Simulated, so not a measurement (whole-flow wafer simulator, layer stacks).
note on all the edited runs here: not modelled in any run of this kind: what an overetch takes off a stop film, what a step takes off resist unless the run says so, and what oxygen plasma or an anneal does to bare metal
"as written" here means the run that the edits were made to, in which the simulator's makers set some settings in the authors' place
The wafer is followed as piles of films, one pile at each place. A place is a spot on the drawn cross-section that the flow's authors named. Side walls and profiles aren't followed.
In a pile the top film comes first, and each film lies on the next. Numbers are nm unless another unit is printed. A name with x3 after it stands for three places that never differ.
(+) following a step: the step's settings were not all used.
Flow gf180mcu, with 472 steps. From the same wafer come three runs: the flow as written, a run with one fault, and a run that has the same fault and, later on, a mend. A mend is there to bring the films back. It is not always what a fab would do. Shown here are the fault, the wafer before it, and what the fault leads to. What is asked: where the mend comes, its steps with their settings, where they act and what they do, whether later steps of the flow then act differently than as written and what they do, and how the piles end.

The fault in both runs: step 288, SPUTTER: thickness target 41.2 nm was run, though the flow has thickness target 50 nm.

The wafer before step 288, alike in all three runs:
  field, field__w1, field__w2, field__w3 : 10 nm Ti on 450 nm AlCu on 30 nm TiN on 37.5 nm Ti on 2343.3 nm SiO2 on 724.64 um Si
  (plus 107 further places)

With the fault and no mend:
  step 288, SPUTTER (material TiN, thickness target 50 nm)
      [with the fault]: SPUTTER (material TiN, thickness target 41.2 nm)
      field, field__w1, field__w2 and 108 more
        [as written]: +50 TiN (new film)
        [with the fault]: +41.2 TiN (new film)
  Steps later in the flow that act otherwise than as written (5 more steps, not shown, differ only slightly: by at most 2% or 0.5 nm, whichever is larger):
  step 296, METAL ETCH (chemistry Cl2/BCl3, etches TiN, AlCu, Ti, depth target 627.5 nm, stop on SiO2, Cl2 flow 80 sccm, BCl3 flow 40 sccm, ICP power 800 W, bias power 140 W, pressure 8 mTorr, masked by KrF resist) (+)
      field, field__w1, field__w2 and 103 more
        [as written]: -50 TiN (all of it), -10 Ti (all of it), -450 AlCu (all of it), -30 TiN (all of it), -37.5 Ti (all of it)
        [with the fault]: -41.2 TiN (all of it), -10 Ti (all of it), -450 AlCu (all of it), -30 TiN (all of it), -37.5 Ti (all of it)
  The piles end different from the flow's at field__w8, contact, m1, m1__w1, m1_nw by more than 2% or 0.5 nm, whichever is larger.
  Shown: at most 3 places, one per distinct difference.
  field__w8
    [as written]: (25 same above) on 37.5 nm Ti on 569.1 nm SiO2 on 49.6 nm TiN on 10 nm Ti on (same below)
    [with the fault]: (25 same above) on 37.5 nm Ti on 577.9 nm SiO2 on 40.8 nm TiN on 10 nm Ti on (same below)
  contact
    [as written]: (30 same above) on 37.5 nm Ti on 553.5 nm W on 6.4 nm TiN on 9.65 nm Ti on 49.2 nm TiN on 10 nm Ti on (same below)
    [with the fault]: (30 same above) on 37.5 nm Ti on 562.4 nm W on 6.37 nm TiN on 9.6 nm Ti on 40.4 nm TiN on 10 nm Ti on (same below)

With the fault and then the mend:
  After step 288 comes the mend.
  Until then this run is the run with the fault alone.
  step 288a, SPUTTER (material TiN, thickness target 8.8 nm) (the flow's step 288 again, with other settings)
      field, field__w1, field__w2 and 108 more
        +8.8 TiN
  Later steps of the flow that are run all act as written at every place that is followed.
  At every place that both follow, the piles at the end match the flow's.
